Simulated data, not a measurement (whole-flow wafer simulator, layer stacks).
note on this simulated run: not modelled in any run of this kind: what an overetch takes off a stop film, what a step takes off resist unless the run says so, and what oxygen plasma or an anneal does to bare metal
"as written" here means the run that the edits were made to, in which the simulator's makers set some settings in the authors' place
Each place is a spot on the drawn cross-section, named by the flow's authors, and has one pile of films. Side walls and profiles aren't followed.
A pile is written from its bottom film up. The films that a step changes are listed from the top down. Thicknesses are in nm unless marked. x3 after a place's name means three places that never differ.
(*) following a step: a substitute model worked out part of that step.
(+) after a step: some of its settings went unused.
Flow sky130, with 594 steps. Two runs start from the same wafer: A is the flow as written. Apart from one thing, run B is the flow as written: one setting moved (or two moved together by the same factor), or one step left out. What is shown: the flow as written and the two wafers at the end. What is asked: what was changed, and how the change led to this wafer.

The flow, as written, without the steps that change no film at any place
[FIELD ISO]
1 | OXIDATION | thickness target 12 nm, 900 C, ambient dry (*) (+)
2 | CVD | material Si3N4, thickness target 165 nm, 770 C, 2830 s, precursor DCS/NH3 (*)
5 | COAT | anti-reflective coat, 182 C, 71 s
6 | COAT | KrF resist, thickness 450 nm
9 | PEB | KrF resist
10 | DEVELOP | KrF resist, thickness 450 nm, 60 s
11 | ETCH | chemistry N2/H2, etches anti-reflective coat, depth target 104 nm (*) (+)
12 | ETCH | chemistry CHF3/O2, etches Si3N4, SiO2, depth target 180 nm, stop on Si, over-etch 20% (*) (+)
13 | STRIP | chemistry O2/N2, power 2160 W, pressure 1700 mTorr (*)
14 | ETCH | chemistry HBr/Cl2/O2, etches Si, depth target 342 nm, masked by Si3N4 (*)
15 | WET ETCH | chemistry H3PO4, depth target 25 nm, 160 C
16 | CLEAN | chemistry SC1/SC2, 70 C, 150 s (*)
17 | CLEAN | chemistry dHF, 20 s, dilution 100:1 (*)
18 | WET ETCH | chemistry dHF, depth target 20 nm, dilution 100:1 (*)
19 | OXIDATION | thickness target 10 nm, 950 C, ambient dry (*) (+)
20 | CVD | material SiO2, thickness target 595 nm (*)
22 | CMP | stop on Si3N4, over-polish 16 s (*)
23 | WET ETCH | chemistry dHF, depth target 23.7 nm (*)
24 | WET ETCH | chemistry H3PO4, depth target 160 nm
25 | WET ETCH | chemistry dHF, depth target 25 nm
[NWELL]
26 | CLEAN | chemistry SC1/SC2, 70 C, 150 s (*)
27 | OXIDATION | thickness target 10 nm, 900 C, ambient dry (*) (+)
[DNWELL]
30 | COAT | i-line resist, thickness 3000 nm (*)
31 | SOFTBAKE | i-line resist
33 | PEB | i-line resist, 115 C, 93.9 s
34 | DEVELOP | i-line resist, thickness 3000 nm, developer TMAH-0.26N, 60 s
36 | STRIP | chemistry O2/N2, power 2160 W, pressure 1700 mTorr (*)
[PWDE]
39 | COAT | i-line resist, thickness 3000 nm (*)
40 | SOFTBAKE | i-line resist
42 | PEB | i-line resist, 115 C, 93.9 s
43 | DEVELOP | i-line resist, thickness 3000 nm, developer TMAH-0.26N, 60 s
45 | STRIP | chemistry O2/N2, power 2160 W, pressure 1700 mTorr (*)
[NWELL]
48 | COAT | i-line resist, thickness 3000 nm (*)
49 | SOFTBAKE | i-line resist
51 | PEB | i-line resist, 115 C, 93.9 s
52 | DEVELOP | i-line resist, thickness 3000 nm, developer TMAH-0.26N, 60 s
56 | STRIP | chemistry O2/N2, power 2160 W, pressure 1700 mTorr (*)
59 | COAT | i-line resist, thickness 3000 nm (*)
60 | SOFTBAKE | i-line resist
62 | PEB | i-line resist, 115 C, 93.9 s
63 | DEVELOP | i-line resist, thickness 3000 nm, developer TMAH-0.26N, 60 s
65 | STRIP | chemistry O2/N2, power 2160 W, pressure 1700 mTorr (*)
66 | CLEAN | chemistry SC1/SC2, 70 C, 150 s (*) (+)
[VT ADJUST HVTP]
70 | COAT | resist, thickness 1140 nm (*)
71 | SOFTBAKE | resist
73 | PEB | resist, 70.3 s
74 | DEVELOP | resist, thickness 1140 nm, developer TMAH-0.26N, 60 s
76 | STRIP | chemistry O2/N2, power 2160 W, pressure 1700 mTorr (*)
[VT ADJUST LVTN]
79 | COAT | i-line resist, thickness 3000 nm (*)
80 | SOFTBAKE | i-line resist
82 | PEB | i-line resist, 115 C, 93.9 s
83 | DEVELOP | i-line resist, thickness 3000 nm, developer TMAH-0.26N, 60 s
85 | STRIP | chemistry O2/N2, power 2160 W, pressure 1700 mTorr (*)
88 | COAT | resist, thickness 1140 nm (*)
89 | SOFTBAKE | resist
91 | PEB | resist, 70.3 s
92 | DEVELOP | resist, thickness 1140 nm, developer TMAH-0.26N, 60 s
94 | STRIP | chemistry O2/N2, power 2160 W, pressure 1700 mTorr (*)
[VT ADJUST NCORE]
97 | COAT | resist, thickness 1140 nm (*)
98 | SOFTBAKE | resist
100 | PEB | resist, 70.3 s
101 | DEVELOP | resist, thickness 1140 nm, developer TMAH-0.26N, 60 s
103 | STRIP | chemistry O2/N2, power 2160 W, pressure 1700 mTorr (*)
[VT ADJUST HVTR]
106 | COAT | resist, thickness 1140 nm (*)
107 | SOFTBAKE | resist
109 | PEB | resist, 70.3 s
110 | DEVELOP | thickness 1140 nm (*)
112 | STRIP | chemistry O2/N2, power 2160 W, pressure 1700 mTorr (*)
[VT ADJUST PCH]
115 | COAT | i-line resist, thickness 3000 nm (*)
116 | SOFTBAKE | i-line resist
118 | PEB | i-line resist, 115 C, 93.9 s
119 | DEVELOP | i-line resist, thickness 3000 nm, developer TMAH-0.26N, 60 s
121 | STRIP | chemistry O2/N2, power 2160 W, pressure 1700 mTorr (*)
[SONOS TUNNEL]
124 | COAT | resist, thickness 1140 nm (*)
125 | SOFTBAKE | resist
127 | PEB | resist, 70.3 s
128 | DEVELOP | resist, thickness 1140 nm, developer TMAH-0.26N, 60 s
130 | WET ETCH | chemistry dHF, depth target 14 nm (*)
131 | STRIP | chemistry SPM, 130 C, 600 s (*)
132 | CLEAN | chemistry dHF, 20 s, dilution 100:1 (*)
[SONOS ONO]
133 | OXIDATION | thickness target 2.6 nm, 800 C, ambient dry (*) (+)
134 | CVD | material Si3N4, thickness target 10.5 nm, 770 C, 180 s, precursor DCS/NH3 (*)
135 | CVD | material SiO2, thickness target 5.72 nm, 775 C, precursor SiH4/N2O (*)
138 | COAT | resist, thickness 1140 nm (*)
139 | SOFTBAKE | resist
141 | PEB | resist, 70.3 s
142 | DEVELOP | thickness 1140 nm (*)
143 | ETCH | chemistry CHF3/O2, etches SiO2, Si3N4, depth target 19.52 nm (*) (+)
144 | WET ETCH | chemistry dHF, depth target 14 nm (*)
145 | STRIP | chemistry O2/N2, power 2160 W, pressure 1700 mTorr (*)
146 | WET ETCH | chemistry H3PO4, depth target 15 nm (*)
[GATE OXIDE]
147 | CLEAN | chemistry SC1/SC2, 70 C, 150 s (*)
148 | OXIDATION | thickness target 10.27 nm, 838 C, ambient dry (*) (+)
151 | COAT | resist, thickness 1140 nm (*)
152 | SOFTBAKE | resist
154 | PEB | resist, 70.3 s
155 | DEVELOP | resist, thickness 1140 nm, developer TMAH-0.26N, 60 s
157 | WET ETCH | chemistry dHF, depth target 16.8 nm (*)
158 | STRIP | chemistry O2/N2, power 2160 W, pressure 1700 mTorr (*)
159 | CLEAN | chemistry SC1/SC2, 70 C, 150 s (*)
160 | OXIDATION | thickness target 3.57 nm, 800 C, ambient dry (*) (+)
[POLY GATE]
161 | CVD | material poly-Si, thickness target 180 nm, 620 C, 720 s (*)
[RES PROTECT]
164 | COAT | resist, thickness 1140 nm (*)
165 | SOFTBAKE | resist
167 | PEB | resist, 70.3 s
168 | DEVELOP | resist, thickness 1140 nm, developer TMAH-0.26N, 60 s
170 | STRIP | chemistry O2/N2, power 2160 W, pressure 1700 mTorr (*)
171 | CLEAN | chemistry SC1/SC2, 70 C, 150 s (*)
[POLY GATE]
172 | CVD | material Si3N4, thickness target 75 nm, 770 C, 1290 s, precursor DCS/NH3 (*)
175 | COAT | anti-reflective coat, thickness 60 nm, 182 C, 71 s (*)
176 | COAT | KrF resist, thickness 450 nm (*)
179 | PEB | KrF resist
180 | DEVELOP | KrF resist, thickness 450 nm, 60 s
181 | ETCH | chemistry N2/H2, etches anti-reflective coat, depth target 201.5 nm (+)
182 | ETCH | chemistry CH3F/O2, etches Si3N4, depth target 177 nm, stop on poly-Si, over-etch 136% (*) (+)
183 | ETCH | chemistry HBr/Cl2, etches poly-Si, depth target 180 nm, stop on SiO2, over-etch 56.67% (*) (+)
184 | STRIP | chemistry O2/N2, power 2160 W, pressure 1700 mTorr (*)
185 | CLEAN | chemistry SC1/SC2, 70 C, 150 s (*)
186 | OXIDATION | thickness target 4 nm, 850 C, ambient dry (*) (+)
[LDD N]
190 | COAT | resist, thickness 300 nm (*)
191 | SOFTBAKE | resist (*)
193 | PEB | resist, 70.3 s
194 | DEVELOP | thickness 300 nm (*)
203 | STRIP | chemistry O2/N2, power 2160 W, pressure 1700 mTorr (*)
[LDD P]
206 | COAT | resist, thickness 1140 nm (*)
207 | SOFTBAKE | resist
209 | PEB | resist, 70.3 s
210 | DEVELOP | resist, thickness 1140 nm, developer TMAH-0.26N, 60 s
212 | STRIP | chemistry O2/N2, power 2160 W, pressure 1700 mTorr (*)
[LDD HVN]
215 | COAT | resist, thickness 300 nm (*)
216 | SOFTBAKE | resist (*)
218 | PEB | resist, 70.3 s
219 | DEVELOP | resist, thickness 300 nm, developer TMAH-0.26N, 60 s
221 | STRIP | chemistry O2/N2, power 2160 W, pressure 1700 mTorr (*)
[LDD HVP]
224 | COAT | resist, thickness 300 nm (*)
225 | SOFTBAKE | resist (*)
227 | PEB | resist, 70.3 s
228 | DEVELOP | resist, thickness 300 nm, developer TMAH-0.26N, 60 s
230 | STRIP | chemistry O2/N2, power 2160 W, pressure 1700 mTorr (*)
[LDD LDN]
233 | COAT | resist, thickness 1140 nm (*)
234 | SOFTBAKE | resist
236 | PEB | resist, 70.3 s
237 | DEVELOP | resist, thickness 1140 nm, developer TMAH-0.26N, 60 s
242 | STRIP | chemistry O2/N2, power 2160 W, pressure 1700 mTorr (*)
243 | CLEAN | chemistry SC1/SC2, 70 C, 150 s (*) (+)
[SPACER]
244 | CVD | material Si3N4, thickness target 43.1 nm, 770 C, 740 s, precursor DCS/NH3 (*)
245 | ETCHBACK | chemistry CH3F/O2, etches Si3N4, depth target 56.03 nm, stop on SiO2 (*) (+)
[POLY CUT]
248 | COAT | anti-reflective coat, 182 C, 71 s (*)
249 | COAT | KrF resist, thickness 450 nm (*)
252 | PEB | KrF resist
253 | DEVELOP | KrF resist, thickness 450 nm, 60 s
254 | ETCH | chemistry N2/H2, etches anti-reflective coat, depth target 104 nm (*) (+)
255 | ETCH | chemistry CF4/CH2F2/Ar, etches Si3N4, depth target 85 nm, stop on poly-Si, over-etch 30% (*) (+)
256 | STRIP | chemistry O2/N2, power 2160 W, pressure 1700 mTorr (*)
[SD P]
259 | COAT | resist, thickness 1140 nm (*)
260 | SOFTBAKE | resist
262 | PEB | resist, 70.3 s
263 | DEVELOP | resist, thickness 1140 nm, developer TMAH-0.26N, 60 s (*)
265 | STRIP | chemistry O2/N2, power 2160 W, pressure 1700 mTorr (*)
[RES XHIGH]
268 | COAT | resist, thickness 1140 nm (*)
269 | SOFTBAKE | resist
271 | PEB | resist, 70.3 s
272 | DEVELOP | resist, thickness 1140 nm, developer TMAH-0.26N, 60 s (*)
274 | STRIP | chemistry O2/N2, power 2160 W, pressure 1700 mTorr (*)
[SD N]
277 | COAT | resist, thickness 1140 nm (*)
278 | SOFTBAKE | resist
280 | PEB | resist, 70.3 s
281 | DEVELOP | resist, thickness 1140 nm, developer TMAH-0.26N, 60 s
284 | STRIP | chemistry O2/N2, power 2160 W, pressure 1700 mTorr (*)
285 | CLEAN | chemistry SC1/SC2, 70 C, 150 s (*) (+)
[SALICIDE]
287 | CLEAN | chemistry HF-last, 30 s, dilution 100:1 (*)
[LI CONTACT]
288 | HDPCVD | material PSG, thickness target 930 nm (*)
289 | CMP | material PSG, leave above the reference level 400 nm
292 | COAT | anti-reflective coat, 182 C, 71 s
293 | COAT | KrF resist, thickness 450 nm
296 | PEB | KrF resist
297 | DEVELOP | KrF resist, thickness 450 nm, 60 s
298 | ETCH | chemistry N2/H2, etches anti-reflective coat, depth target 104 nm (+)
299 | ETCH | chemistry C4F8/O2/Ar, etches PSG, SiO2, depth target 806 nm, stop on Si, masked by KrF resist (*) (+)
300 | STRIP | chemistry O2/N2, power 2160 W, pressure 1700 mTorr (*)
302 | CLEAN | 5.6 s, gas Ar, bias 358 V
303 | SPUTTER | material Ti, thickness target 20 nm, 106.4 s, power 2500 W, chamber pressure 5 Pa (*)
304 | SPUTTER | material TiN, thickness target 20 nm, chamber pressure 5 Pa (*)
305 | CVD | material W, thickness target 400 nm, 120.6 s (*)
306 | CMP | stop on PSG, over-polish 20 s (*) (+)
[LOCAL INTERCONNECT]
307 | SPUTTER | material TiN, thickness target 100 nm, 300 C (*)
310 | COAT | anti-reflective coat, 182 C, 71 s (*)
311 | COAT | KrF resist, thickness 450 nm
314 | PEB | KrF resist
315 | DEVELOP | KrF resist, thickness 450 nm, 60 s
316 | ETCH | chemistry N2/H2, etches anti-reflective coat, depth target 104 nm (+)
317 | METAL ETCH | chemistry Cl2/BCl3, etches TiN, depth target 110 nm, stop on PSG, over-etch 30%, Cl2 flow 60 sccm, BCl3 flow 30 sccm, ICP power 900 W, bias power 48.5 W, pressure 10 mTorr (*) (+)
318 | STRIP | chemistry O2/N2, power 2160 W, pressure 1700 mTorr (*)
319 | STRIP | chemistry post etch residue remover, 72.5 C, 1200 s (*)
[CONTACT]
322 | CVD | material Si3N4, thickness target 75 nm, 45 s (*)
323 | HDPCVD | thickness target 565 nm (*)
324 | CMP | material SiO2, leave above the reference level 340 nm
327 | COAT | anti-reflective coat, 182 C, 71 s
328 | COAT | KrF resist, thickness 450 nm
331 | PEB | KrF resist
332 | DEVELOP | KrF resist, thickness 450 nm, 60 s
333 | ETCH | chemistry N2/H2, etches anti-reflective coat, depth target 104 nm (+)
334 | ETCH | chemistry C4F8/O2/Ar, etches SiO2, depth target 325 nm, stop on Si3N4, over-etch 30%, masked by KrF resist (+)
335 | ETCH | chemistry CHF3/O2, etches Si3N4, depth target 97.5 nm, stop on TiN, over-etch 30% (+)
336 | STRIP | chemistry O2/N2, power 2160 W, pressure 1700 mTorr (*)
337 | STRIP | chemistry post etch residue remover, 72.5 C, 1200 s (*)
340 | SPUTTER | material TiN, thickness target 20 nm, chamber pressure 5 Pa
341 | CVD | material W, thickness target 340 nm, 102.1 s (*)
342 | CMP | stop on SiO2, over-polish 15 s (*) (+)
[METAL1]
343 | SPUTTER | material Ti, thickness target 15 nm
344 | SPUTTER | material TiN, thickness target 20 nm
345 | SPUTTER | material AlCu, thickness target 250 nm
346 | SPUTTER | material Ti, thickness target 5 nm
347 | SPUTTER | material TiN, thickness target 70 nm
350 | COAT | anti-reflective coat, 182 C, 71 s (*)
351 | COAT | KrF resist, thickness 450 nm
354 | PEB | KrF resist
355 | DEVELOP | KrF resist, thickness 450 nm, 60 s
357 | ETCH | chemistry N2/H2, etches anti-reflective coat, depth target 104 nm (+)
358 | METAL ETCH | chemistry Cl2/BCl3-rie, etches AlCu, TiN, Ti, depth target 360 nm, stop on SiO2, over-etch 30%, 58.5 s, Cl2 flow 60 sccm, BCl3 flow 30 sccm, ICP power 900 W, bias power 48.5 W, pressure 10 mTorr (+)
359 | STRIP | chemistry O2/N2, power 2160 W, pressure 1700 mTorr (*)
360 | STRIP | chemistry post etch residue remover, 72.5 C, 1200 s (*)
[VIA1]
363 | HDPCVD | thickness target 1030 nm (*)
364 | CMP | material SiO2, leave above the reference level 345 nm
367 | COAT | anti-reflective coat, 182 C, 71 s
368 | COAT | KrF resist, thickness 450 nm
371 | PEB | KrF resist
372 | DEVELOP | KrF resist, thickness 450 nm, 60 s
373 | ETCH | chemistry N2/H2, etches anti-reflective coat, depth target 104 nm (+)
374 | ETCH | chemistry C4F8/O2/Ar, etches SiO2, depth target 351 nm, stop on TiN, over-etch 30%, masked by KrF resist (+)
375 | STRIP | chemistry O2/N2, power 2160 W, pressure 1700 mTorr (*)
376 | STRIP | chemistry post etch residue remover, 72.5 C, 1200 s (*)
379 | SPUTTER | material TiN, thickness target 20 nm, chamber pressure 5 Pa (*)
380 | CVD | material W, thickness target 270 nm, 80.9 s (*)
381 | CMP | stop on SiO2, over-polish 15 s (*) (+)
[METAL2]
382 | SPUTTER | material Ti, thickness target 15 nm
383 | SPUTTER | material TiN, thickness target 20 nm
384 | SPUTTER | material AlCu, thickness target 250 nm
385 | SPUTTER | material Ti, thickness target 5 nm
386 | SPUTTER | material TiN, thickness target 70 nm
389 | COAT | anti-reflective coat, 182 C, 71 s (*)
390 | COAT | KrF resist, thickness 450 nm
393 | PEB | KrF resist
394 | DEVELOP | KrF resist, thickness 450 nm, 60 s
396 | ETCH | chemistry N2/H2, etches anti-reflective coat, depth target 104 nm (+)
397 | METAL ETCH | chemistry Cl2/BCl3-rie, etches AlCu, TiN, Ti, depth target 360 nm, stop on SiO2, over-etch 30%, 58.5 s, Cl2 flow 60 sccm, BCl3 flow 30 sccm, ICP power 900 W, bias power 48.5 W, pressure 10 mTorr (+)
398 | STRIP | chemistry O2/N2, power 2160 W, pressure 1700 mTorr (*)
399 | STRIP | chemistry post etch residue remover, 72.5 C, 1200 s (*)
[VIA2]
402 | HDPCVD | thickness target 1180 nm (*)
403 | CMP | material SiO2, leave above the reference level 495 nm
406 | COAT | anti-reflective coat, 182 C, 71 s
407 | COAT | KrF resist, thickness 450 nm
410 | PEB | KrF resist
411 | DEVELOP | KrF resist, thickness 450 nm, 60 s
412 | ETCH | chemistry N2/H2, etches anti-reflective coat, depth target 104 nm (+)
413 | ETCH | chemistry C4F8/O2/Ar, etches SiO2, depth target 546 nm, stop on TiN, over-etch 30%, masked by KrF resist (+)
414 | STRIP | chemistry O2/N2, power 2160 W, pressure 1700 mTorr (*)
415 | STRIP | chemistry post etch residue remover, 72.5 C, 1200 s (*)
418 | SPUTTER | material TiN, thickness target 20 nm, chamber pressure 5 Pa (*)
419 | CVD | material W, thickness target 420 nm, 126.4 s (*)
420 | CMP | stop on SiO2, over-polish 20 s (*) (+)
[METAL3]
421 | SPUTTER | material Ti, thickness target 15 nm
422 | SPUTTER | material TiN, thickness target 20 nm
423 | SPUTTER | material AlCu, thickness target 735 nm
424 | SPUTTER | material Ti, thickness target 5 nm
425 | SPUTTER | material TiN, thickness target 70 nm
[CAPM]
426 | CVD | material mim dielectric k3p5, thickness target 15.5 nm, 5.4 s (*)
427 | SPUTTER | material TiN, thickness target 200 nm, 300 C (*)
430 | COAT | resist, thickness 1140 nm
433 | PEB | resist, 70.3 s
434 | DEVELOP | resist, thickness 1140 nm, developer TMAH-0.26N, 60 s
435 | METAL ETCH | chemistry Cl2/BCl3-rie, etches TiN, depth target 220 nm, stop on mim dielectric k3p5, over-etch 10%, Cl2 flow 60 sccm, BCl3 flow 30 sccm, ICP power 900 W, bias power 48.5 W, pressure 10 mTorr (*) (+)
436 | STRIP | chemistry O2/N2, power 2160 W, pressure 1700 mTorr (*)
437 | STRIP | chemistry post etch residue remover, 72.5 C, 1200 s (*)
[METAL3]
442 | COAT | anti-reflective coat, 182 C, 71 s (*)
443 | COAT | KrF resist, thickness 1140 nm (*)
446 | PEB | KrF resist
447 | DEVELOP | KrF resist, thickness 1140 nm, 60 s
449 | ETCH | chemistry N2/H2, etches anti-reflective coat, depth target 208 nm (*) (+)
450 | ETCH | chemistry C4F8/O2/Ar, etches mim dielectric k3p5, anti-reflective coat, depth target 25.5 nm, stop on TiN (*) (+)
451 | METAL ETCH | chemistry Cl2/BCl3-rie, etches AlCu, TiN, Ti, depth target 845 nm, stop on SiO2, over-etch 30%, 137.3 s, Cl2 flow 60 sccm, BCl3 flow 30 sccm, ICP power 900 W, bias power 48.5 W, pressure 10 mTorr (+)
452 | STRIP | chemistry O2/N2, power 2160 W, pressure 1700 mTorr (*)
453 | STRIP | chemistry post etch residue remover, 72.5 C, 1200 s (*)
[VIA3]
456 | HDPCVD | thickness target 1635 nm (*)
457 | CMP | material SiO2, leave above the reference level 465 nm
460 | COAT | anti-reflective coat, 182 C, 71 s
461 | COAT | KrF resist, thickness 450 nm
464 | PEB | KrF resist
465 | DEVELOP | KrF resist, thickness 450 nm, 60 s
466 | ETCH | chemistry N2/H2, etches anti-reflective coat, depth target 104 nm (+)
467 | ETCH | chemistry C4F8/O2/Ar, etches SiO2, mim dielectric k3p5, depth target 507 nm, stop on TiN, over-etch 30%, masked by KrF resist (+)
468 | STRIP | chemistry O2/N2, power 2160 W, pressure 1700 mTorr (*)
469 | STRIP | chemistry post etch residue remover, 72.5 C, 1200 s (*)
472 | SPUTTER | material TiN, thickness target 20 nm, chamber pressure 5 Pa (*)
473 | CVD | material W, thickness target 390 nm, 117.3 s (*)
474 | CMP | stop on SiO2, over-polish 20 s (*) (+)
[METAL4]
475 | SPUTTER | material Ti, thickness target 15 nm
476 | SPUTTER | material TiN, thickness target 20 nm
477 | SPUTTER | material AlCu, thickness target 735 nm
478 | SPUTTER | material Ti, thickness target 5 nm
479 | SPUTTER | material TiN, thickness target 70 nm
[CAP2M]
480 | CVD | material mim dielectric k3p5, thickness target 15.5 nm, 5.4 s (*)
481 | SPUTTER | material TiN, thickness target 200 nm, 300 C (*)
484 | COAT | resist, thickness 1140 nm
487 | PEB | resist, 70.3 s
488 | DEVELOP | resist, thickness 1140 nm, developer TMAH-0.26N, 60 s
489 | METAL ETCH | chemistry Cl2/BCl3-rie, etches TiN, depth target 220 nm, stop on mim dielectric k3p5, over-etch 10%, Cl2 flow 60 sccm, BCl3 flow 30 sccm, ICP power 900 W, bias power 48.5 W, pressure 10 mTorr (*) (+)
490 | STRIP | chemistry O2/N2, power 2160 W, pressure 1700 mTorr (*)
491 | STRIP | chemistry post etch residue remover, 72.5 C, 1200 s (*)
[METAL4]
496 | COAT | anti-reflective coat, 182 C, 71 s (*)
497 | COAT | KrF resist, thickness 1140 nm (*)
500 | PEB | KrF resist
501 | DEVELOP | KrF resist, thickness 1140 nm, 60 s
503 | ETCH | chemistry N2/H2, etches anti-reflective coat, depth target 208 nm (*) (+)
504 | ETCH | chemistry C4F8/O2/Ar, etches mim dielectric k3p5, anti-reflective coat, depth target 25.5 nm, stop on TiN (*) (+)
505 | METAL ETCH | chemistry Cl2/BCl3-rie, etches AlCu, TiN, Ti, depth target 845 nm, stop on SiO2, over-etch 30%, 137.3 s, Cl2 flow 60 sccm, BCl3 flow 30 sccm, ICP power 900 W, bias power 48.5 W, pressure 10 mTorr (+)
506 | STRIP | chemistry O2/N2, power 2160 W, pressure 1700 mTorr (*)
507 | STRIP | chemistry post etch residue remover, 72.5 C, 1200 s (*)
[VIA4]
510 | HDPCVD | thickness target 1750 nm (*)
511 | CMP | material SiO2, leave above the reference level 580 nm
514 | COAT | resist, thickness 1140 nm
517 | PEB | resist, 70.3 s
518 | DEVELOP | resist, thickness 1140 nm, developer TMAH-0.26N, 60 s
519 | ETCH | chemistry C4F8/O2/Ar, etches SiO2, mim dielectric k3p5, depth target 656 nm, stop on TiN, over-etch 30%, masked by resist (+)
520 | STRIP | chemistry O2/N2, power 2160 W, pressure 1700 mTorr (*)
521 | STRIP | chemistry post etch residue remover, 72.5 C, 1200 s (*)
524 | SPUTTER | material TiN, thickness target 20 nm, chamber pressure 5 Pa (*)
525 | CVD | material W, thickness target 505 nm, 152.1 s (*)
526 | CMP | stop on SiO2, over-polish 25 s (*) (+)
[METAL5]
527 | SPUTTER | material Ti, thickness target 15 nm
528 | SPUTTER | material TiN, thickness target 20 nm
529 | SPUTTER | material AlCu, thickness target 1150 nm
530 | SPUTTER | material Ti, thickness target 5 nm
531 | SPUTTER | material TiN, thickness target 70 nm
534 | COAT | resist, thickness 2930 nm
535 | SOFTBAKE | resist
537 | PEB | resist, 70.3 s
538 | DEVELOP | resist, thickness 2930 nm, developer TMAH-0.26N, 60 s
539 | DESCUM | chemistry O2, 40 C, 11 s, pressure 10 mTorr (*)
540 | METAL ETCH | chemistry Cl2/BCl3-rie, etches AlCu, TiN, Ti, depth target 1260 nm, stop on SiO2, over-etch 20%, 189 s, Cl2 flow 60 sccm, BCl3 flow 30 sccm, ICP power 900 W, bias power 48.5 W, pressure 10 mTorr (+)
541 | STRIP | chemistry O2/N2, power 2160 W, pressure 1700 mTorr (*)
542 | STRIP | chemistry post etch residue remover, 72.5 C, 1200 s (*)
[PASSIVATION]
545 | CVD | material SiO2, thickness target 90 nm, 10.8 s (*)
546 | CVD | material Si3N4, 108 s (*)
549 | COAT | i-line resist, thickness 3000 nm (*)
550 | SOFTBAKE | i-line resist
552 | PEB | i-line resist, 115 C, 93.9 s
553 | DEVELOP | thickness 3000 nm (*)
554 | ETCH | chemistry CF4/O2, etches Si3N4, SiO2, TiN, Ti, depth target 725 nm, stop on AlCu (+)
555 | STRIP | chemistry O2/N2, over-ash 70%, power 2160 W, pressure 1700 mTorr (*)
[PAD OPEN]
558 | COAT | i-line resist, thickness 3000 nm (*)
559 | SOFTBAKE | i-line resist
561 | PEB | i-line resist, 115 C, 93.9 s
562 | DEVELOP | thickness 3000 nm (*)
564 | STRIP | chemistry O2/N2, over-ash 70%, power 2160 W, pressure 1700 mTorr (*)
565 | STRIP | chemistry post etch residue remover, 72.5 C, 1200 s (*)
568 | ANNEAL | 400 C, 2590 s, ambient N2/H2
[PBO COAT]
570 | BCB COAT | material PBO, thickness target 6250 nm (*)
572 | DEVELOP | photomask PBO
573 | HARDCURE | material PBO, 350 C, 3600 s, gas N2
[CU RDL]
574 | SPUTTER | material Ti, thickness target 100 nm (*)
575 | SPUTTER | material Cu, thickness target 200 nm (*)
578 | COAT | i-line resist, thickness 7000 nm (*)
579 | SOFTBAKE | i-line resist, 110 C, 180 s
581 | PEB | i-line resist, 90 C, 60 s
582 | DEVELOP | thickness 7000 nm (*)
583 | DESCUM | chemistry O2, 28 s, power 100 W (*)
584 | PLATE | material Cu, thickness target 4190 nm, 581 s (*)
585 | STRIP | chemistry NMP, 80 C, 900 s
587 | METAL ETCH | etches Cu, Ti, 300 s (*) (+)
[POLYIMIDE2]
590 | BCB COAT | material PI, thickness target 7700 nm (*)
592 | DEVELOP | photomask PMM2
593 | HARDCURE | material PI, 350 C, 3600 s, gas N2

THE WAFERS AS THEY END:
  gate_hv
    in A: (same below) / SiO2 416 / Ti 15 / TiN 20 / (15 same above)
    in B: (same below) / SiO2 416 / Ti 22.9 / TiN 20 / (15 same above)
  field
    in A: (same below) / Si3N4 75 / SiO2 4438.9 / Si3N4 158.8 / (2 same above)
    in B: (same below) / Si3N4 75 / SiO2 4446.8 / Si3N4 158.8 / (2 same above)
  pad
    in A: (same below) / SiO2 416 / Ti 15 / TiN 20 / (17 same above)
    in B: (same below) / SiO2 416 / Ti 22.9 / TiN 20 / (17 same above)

The reason: step 421, SPUTTER: thickness target 22.9 nm was run, though the flow has thickness target 15 nm.
The wafer itself shows it: gate_hv has Ti 22.9, and step 421 as written asks for 15 nm.

The path from the change to this, step by step:
  421 | SPUTTER | material Ti, thickness target 15 nm
      field, active, n_well and 188 more: A +15 Ti (new film) | B +22.9 Ti (new film)
  451 | METAL ETCH | chemistry Cl2/BCl3-rie, etches AlCu, TiN, Ti, depth target 845 nm, stop on SiO2, over-etch 30%, 137.3 s, Cl2 flow 60 sccm, BCl3 flow 30 sccm, ICP power 900 W, bias power 48.5 W, pressure 10 mTorr (+)
      field, gate, spacer and 68 more: A -70 TiN (all of it), -5 Ti (all of it), -735 AlCu (all of it), -20 TiN (all of it), -15 Ti (all of it), -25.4 SiO2 | B -70 TiN (all of it), -5 Ti (all of it), -735 AlCu (all of it), -20 TiN (all of it), -22.9 Ti (all of it), -24.6 SiO2
      active, vpp_ln, vpp_iso2 and 11 more: A -70 TiN (all of it), -5 Ti (all of it), -735 AlCu (all of it), -20 TiN (all of it), -15 Ti (all of it), -25.3 SiO2 | B -70 TiN (all of it), -5 Ti (all of it), -735 AlCu (all of it), -20 TiN (all of it), -22.9 Ti (all of it), -24.6 SiO2
